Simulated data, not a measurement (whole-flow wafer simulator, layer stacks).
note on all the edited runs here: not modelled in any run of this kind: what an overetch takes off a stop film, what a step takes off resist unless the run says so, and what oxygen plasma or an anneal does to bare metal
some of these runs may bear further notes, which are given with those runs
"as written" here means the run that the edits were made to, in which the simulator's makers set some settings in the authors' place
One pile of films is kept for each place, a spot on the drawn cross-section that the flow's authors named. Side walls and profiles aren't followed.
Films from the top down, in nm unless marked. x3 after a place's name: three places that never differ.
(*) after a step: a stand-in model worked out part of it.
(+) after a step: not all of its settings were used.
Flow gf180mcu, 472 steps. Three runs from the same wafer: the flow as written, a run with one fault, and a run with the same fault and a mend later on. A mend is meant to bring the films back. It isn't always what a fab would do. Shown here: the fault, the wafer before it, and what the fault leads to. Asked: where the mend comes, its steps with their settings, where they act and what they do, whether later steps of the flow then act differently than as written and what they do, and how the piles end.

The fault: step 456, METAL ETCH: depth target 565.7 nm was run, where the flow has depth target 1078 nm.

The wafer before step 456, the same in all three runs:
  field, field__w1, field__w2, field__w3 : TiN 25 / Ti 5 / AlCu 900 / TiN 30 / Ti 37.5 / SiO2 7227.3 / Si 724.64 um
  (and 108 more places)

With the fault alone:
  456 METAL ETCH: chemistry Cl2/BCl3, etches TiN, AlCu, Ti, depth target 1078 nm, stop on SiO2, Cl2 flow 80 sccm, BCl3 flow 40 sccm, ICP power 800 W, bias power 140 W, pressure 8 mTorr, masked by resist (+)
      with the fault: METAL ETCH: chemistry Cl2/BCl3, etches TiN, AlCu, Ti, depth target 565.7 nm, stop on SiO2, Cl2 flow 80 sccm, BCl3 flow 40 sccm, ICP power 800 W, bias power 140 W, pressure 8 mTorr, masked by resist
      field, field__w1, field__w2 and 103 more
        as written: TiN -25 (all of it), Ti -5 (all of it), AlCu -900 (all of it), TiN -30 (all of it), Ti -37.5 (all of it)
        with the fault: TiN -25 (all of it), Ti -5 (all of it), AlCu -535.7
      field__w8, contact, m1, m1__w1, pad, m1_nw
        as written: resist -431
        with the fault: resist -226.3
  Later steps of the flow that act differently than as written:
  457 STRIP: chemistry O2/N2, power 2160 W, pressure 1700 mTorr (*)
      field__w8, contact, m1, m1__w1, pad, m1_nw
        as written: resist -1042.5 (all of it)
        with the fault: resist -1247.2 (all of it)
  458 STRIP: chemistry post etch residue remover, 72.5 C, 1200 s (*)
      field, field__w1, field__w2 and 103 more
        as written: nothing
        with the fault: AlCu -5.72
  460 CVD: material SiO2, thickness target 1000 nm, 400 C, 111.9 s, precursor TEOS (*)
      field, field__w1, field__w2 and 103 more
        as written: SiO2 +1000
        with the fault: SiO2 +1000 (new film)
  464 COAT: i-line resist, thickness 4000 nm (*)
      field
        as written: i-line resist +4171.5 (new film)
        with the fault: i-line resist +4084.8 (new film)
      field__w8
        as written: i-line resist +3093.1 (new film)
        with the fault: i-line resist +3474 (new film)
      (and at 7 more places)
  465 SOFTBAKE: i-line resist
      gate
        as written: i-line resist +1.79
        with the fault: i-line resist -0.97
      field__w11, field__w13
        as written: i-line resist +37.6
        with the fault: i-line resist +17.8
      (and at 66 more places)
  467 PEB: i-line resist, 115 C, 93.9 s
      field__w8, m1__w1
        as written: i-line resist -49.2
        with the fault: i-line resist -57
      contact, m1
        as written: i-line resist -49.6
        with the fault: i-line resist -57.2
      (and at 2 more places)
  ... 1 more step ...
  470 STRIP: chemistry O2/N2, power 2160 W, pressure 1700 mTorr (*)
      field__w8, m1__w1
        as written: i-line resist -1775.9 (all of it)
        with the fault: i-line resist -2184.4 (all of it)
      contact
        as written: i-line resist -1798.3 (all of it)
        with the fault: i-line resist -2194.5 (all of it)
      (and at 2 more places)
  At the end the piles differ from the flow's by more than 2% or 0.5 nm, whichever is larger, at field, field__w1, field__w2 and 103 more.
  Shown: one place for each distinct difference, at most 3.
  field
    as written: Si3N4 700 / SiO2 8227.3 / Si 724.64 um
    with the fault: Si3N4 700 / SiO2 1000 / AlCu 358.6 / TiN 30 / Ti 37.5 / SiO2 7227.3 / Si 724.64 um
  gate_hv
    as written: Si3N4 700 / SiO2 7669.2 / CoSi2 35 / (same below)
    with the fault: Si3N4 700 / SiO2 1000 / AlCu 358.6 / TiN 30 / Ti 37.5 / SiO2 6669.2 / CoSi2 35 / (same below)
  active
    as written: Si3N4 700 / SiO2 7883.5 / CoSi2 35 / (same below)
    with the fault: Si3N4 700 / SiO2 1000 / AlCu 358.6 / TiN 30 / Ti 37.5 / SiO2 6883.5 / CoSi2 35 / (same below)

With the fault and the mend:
  The mend comes after step 456.
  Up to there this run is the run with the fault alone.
  456a METAL ETCH: chemistry Cl2/BCl3, etches TiN, AlCu, Ti, depth target 511.8 nm, stop on SiO2, Cl2 flow 80 sccm, BCl3 flow 40 sccm, ICP power 800 W, bias power 140 W, pressure 8 mTorr, masked by resist (+) (the flow's step 456 once more, with other settings)
      field, field__w1, field__w2 and 103 more
        AlCu -364.3 (all of it), TiN -30 (all of it), Ti -37.5 (all of it)
      field__w8, contact, m1, m1__w1, pad, m1_nw
        resist -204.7
  No later step of the flow acts differently than as written at any place that is followed.
  At the end the piles are the same as the flow's at every place that both follow.
